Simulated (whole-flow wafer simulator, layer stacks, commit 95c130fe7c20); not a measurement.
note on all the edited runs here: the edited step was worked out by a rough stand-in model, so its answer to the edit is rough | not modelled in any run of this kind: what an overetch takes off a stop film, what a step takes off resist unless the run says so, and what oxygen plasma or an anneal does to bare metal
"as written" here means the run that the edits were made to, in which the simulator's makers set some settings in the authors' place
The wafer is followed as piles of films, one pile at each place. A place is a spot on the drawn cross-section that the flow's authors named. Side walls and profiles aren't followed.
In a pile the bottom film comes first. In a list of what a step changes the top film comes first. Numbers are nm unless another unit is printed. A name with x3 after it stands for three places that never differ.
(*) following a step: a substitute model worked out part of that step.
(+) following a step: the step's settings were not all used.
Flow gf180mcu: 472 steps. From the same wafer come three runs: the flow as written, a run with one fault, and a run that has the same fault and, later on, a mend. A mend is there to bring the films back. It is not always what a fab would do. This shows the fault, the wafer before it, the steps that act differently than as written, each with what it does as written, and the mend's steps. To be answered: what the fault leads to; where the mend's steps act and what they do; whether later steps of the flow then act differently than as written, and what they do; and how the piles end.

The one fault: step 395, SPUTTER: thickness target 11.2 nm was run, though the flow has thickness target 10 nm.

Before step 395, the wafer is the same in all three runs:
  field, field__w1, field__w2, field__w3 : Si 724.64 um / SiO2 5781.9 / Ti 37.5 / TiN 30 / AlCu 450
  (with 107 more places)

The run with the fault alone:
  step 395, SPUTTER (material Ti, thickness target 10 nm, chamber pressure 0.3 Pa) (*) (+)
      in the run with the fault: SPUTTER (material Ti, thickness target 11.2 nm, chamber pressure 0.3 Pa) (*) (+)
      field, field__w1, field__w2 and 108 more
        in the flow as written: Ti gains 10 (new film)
        in the run with the fault: Ti gains 11.2 (new film)
  Later steps of the flow acting differently than as written (1 more step, not shown, differs only slightly: by at most 2% or 0.5 nm, whichever is larger):
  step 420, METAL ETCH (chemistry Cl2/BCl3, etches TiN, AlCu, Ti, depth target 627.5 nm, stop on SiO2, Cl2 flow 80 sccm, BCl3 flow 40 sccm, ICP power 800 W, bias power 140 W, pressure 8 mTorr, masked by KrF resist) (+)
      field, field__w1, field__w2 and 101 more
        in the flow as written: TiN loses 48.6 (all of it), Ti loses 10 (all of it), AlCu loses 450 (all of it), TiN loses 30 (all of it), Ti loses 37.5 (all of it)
        in the run with the fault: TiN loses 48.6 (all of it), Ti loses 11.2 (all of it), AlCu loses 450 (all of it), TiN loses 30 (all of it), Ti loses 37.5 (all of it)
  By the end, the piles at field__w4, field__w8, contact, m1, m1__w1, mim, mim_1p0, m1_nw depart from the flow's by more than 2% or 0.5 nm, whichever is larger.
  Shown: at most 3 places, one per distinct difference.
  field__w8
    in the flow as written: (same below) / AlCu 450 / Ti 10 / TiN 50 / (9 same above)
    in the run with the fault: (same below) / AlCu 450 / Ti 11.2 / TiN 50 / (9 same above)
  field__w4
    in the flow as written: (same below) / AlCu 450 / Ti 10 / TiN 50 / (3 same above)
    in the run with the fault: (same below) / AlCu 450 / Ti 11.2 / TiN 50 / (3 same above)
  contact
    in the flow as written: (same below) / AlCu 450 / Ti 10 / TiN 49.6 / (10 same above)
    in the run with the fault: (same below) / AlCu 450 / Ti 11.2 / TiN 49.6 / (10 same above)

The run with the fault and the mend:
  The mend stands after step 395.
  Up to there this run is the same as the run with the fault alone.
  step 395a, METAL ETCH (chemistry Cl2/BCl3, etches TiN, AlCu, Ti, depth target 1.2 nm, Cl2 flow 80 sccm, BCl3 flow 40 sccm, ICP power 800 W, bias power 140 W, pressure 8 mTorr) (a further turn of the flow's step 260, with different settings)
      field, field__w1, field__w2 and 108 more
        Ti loses 1.2
  Later steps of the flow that are run all act as written at every place that is followed.
  By the end, the piles equal the flow's at every place that both follow.
